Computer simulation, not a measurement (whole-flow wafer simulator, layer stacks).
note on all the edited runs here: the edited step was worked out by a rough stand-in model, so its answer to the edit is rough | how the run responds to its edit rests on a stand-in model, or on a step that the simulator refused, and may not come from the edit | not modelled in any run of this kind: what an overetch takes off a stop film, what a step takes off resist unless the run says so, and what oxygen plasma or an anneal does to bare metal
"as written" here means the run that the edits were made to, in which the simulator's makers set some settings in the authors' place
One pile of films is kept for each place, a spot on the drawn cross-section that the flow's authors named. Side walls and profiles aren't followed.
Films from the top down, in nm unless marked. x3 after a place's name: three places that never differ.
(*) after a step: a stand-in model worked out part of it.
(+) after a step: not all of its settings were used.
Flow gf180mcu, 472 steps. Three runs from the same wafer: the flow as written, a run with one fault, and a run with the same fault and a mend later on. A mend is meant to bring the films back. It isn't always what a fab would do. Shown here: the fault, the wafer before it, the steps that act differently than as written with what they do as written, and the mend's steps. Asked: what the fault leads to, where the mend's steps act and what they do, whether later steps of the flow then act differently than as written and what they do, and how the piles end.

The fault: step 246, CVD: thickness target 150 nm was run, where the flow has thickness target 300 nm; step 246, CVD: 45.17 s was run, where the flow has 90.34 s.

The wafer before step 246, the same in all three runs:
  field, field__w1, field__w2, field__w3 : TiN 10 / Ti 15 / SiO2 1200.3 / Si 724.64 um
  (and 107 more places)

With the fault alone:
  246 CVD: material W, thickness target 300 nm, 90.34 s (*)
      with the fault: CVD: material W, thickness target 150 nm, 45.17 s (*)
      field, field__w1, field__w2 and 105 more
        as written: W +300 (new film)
        with the fault: W +150.6 (new film)
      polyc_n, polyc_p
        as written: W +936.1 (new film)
        with the fault: W +786.7 (new film)
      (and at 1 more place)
  Later steps of the flow that act differently than as written:
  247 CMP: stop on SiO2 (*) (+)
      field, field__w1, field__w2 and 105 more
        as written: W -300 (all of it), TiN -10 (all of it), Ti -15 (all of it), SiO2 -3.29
        with the fault: W -150.6 (all of it), TiN -10 (all of it), Ti -15 (all of it), SiO2 -1.78
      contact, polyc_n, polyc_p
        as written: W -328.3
        with the fault: W -177.4
  At the end the piles differ from the flow's only slightly at the places that both follow, by at most 2% or 0.5 nm, whichever is larger.

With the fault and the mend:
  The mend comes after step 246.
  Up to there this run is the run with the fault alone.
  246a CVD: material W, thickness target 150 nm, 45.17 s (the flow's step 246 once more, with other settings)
      field, field__w1, field__w2 and 108 more
        W +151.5
  No later step of the flow acts differently than as written, at any place that is followed, by more than 2% or 0.5 nm, whichever is larger.
  At the end the piles differ from the flow's only slightly at the places that both follow, by at most 2% or 0.5 nm, whichever is larger.
